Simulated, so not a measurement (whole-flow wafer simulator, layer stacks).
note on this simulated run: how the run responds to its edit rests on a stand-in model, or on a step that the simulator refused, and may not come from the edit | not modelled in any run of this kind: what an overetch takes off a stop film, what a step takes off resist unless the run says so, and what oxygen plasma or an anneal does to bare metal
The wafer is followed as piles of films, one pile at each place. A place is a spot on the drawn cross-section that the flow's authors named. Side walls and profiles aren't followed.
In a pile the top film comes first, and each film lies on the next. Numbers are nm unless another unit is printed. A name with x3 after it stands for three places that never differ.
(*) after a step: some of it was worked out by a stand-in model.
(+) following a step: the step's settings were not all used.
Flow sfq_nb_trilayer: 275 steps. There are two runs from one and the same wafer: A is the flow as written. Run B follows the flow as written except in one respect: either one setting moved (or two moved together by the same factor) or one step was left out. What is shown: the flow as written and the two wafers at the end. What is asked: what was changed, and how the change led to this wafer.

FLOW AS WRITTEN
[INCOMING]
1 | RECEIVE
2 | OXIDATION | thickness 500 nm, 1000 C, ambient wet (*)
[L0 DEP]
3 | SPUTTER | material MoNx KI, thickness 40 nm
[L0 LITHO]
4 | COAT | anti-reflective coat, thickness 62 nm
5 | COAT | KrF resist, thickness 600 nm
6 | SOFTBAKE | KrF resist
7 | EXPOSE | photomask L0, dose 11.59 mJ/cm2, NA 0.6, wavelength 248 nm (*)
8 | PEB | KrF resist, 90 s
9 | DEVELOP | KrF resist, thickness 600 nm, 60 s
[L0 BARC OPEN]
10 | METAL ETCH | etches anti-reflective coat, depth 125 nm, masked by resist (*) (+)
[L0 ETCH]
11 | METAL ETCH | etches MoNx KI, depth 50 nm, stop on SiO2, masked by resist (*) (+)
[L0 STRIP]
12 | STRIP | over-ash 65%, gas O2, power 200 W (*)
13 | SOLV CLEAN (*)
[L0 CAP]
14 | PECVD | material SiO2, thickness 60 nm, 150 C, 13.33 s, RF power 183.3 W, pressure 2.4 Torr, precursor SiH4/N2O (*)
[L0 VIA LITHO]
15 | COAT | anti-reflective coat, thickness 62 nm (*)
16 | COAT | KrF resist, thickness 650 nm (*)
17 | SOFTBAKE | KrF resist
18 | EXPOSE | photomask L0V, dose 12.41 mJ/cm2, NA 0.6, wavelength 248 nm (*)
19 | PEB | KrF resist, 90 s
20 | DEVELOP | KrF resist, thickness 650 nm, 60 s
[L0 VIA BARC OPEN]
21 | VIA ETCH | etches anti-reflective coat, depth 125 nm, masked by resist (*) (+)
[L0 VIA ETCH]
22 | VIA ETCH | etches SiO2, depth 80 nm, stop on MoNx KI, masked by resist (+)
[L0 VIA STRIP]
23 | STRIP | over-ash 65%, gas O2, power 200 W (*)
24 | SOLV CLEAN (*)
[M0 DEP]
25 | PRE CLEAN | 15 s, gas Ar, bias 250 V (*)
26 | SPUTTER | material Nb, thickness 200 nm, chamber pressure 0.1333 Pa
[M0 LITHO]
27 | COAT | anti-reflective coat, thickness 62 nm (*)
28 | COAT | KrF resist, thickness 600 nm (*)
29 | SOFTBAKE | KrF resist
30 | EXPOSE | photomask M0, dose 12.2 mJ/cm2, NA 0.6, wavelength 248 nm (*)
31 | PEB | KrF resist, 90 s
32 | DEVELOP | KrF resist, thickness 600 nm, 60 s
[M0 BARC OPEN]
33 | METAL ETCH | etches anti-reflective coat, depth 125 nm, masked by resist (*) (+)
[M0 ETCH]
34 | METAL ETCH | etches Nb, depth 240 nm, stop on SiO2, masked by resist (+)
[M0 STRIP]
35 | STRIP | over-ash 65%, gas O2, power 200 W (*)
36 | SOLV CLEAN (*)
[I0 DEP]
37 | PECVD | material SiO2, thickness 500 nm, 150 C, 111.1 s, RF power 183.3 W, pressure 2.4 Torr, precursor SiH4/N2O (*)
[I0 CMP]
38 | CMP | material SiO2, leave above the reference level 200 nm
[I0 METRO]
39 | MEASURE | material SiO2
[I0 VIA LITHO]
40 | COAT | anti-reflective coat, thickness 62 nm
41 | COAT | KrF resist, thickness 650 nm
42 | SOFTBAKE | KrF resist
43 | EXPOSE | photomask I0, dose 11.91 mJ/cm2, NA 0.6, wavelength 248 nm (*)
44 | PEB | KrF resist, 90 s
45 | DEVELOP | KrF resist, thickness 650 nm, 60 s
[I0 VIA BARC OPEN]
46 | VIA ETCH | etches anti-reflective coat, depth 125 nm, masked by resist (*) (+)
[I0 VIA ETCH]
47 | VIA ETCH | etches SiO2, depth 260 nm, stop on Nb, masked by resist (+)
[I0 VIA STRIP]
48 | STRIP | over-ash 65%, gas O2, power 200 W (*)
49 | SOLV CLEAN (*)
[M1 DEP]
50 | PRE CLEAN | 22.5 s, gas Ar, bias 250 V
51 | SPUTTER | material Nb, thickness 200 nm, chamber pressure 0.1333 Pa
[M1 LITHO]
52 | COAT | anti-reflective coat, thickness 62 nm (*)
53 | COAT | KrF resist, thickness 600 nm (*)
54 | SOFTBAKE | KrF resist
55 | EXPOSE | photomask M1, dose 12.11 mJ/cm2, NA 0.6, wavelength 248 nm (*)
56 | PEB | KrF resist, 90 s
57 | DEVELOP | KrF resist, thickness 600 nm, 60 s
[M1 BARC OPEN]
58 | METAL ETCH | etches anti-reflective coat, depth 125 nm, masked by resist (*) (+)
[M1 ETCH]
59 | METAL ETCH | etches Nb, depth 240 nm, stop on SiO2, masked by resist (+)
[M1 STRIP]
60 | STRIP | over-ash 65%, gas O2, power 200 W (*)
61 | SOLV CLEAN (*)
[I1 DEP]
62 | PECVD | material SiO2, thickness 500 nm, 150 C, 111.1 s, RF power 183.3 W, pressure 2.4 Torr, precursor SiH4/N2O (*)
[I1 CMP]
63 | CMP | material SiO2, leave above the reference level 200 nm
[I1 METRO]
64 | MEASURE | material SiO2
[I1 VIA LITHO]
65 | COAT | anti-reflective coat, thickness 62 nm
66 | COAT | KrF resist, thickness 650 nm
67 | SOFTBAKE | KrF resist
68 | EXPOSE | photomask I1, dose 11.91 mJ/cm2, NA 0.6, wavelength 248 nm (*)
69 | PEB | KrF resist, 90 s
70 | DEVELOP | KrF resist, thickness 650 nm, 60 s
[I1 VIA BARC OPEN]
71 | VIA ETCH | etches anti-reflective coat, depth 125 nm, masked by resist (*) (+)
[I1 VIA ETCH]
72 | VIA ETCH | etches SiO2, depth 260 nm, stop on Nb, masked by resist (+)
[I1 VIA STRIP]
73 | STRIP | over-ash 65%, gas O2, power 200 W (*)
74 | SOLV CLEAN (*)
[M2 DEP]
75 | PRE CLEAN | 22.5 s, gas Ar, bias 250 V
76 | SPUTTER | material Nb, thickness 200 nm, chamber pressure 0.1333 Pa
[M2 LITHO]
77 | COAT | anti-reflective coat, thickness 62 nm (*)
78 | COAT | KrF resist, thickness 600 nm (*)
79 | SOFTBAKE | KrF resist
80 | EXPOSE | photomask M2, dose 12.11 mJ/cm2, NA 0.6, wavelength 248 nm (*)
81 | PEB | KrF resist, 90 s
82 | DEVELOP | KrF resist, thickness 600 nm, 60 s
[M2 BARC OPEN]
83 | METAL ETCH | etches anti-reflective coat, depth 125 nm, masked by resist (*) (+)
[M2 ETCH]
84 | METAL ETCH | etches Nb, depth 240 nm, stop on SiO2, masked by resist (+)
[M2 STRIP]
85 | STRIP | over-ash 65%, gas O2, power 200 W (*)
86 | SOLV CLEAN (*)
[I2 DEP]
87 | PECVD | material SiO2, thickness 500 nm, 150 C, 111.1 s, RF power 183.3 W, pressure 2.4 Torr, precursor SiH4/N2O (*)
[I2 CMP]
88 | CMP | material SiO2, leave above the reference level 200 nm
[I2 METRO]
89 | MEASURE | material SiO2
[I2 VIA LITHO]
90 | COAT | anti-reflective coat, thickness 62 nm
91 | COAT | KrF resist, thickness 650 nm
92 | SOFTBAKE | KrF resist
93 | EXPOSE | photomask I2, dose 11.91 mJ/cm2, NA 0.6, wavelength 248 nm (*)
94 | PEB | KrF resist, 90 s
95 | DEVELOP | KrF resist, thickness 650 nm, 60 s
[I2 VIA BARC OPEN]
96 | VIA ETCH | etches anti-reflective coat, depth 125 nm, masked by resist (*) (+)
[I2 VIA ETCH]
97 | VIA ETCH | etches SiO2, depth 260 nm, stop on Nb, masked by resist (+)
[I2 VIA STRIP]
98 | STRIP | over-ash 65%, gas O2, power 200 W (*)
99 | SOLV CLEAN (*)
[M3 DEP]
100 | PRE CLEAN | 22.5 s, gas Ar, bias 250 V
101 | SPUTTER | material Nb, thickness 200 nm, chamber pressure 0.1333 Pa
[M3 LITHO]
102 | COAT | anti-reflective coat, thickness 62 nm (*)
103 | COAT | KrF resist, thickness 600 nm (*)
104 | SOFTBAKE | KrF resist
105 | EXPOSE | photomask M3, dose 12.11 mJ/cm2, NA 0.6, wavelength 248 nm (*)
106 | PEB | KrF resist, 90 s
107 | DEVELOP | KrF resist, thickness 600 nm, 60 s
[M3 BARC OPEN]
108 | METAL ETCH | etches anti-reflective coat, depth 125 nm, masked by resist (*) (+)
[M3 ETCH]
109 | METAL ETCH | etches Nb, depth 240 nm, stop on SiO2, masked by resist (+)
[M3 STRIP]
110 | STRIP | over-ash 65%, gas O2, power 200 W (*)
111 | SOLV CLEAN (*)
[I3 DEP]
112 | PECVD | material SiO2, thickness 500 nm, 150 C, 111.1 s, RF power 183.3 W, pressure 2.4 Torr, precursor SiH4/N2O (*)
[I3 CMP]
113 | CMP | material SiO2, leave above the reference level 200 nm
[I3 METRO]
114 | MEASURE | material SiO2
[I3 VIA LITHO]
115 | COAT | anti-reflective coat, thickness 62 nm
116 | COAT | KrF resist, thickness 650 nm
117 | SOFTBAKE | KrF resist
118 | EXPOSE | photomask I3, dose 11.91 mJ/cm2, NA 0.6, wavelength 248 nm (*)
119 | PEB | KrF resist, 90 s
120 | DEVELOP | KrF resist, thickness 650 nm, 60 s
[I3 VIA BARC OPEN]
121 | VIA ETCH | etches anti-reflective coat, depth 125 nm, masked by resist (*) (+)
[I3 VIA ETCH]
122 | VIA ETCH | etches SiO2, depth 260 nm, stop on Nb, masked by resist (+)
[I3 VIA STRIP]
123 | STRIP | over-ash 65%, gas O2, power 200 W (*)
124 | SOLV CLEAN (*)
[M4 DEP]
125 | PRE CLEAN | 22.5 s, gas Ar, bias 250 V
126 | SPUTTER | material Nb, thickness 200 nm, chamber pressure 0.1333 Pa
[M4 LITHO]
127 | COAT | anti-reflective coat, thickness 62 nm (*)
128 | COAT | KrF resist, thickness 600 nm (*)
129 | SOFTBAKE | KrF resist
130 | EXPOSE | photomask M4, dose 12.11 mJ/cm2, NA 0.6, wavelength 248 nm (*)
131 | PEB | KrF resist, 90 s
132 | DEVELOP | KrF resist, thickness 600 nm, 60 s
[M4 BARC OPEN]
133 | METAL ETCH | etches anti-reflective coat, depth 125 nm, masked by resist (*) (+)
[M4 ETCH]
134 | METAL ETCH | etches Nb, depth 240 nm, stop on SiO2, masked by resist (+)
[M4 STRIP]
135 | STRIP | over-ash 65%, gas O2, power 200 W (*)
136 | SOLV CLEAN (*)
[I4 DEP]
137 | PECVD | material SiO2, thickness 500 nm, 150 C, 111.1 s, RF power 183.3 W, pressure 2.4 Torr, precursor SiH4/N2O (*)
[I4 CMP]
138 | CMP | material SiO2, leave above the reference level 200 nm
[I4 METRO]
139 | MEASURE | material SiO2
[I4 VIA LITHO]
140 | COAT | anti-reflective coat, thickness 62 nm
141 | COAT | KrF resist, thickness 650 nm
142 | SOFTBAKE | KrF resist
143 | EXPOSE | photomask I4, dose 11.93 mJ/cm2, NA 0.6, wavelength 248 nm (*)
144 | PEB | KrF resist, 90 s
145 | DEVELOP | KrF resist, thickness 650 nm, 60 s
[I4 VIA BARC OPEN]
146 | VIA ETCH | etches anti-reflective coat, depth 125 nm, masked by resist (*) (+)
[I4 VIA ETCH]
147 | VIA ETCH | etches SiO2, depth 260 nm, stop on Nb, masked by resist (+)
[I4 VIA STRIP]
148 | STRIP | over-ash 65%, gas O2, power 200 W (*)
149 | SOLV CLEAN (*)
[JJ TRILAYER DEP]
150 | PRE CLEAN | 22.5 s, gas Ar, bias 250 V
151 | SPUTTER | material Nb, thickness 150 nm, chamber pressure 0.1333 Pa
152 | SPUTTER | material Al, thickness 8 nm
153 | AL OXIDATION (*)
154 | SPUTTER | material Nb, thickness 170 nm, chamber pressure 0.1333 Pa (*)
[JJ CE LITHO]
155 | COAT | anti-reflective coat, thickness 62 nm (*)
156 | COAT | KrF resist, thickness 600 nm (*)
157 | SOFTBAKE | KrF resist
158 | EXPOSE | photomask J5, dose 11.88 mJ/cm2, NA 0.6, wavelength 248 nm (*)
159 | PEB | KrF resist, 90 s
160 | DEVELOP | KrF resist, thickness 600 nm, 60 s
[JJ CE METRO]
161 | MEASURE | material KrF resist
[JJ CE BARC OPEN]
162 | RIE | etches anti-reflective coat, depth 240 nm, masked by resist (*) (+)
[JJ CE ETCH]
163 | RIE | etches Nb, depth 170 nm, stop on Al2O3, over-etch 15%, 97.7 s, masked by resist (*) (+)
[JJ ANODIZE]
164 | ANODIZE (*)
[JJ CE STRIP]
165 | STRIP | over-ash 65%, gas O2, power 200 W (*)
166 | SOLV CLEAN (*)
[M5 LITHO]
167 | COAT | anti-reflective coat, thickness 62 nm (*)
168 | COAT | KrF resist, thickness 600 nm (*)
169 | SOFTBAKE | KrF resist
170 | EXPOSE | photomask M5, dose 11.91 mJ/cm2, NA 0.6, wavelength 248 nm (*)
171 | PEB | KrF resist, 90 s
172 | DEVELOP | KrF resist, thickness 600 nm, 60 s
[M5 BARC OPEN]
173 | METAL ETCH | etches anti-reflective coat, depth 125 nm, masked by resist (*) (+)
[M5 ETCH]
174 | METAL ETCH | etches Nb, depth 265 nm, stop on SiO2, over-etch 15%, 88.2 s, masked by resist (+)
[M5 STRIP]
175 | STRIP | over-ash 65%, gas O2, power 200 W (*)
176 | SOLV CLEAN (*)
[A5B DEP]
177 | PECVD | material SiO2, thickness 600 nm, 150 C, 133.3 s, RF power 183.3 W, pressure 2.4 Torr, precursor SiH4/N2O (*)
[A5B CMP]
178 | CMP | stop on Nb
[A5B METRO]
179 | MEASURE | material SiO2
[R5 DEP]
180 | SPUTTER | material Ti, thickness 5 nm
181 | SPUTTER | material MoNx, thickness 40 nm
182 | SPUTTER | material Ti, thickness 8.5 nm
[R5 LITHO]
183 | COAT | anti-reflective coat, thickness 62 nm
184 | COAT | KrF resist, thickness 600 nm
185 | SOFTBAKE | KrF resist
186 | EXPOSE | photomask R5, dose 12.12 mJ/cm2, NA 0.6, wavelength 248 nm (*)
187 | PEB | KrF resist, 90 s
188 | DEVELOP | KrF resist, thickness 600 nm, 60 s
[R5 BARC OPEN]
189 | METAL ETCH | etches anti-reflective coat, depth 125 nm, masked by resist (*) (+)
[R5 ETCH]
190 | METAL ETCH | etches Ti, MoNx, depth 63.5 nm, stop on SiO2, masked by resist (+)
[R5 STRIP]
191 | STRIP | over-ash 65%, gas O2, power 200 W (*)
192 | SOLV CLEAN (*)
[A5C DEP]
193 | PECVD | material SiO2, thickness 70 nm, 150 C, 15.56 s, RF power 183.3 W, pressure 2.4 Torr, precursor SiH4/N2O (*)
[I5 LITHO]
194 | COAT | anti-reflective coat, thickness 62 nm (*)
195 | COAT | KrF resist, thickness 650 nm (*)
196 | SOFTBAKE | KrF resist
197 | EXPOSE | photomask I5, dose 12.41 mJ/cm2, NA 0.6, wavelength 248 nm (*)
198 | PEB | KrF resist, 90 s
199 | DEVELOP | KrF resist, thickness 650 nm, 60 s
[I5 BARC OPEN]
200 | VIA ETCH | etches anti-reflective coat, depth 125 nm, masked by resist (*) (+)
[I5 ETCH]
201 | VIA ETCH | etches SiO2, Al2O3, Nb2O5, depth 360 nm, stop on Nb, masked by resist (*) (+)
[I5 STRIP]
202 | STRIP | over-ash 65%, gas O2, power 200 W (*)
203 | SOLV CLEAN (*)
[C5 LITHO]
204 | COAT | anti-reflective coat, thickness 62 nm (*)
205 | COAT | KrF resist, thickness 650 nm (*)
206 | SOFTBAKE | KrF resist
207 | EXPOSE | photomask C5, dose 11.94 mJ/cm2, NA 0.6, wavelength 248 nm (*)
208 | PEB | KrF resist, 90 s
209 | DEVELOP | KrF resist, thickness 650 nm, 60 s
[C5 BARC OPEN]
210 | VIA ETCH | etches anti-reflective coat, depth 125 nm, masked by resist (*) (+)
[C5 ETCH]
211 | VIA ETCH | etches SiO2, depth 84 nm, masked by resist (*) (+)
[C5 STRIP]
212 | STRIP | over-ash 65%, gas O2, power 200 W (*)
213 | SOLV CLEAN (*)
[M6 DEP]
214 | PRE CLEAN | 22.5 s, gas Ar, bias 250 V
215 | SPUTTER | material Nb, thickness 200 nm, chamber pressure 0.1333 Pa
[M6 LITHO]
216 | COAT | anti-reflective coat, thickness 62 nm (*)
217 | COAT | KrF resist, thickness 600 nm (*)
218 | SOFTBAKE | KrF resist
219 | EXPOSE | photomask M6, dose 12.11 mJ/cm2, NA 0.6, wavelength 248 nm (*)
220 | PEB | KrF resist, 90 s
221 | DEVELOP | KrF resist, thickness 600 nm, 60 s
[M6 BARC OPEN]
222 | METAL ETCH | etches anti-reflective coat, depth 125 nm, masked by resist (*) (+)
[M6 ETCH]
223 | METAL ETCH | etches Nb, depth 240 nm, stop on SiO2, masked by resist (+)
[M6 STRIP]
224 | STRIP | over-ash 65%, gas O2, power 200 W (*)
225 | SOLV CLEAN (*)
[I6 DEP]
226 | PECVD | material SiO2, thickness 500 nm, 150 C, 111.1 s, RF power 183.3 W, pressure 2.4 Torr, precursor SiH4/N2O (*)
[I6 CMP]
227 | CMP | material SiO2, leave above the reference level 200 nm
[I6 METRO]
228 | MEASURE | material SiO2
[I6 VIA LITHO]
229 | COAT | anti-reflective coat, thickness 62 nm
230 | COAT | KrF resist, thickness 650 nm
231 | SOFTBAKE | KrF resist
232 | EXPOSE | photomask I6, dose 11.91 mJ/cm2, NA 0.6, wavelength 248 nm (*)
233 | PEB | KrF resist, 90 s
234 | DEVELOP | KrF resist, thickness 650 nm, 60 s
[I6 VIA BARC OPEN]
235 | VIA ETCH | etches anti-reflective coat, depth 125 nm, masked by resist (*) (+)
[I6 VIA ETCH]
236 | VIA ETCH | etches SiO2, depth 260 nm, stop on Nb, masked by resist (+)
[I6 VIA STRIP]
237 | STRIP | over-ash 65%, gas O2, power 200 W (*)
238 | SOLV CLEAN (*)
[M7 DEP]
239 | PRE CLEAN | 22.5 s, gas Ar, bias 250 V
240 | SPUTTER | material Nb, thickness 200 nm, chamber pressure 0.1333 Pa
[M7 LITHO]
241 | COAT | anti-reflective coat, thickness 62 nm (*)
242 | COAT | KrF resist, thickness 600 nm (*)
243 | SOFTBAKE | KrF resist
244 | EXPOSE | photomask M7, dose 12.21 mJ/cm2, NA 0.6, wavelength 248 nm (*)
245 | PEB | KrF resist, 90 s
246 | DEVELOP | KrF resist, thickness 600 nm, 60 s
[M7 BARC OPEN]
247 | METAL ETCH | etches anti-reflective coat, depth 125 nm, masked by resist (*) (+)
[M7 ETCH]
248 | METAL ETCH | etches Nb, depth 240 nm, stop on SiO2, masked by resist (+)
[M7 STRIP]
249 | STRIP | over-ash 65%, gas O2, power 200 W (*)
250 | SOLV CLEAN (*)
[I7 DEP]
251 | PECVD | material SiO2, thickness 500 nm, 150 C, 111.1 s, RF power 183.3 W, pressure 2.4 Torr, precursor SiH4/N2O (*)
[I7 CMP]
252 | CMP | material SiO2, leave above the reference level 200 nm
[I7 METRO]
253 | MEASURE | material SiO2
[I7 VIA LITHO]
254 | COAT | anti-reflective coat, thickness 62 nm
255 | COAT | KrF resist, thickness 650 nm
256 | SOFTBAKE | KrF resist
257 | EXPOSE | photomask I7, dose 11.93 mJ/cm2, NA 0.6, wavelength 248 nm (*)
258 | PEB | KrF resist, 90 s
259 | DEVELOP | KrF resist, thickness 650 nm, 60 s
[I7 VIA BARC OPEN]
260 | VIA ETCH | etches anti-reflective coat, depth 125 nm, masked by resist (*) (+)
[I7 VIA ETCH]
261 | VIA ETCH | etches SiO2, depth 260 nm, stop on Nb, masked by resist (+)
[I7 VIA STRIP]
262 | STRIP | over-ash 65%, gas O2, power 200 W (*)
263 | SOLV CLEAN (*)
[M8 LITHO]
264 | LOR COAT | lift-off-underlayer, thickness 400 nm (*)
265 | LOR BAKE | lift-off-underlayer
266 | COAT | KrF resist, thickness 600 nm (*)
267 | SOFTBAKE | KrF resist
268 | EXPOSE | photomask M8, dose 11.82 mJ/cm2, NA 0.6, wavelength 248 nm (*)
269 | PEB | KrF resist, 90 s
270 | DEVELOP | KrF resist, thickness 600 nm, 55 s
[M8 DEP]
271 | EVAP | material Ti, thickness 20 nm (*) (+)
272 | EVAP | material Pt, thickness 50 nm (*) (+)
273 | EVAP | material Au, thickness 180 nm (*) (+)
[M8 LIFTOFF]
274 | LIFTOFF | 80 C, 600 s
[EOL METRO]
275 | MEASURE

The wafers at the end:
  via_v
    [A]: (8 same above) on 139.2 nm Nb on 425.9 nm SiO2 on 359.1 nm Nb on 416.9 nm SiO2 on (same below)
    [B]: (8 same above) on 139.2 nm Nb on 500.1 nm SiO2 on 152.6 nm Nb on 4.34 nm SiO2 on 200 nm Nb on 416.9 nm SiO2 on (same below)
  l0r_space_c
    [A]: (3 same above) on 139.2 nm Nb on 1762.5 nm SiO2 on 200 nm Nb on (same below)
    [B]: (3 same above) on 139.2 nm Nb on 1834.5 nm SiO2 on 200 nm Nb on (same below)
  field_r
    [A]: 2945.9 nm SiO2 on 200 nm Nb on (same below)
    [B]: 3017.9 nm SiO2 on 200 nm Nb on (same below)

Cause: step 113, CMP: leave above the reference level 272 nm was run, while the flow as written has leave above the reference level 200 nm.

Step by step, how the change led to this:
  113 | CMP | material SiO2, leave above the reference level 200 nm
      field_l, be, be_sur and 64 more: A -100 SiO2 | B -28 SiO2
      v_sur, via_wl, via_wr and 27 more: A -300 SiO2 | B -228 SiO2
      (also at 9 further places)
  122 | VIA ETCH | etches SiO2, depth 260 nm, stop on Nb, masked by resist (+)
      via_v: A -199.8 SiO2 (all of it) | B -260 SiO2
  125 | PRE CLEAN | 22.5 s, gas Ar, bias 250 V
      via_v: A -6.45 Nb | B -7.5 SiO2
  126 | SPUTTER | material Nb, thickness 200 nm, chamber pressure 0.1333 Pa
      via_v: A +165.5 Nb | B +152.6 Nb (new film)
  127 | COAT | anti-reflective coat, thickness 62 nm (*)
      via_sp: A +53 anti-reflective coat (new film) | B +50.1 anti-reflective coat (new film)
      via_v: A +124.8 anti-reflective coat (new film) | B +128.6 anti-reflective coat (new film)
      (also at 1 further place)
  128 | COAT | KrF resist, thickness 600 nm (*)
      via_v: A +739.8 KrF resist (new film) | B +797.5 KrF resist (new film)
  135 | STRIP | over-ash 65%, gas O2, power 200 W (*)
      via_sp: A -373.9 KrF resist (all of it), -53 anti-reflective coat (all of it) | B -369.8 KrF resist (all of it), -50.1 anti-reflective coat (all of it)
      via_v: A -521.8 KrF resist (all of it), -124.8 anti-reflective coat (all of it) | B -579.3 KrF resist (all of it), -128.6 anti-reflective coat (all of it)
      (also at 1 further place)
  137 | PECVD | material SiO2, thickness 500 nm, 150 C, 111.1 s, RF power 183.3 W, pressure 2.4 Torr, precursor SiH4/N2O (*)
      via_v: A +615 SiO2 (new film) | B +664.6 SiO2 (new film)
  138 | CMP | material SiO2, leave above the reference level 200 nm
      via_v: A -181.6 SiO2 | B -157.1 SiO2
Taking metal films that touch as one body, via_v has 7 bodies (between them, from the top down: SiO2 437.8; SiO2 209 / Al2O3 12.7 / Nb2O5 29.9; SiO2 500.1; SiO2 4.34; SiO2 416.9; SiO2 192.5); the flow as written gives 6 bodies (between them, from the top down: SiO2 437.8; SiO2 209 / Al2O3 12.7 / Nb2O5 29.9; SiO2 425.9; SiO2 416.9; SiO2 192.5).
